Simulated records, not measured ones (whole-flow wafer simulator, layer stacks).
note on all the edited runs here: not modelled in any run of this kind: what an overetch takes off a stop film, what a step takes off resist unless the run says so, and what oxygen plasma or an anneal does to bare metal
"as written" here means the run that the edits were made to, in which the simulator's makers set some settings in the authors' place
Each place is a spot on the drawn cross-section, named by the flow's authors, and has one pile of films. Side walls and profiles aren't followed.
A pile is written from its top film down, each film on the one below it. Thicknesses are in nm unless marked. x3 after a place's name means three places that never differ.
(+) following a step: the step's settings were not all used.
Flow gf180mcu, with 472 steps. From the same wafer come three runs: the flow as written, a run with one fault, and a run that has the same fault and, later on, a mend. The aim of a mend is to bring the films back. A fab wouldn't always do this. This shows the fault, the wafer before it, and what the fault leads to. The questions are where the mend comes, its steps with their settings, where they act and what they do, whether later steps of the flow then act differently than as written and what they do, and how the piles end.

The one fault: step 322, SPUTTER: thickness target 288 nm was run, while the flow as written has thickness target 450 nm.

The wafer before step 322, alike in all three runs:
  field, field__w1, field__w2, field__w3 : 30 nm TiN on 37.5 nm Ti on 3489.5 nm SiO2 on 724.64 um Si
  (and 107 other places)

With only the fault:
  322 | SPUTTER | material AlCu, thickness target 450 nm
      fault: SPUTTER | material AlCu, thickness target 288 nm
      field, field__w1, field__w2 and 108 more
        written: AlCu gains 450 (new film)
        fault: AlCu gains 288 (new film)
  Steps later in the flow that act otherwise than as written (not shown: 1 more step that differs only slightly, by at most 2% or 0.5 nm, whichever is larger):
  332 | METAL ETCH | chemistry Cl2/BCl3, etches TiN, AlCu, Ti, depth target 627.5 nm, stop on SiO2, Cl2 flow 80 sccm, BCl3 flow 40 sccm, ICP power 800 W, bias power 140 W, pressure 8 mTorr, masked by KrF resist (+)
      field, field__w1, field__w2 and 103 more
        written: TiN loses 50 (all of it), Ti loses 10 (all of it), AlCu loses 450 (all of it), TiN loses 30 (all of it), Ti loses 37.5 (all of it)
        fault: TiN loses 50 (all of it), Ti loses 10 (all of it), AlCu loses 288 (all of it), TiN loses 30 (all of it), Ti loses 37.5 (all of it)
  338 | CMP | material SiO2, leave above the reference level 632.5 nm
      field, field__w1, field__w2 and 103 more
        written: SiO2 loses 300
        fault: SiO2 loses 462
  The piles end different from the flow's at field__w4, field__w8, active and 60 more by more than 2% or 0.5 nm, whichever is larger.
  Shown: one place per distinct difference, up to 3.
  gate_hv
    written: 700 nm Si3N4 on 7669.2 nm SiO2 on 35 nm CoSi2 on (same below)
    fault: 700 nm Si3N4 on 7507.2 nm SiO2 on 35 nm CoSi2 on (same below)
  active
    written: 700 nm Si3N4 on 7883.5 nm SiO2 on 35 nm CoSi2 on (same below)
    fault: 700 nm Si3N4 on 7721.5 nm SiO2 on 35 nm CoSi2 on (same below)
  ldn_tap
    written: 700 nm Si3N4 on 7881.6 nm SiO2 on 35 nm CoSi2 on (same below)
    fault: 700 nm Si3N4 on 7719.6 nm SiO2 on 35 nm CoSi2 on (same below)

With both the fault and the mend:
  The mend stands after step 322.
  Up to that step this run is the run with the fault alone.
  322a | SPUTTER | material AlCu, thickness target 162 nm (the flow's step 322 again, with other settings)
      field, field__w1, field__w2 and 108 more
        AlCu gains 162
  Later steps of the flow that are run all act as written at every place that is followed.
  By the end, the piles equal the flow's at every place that both follow.
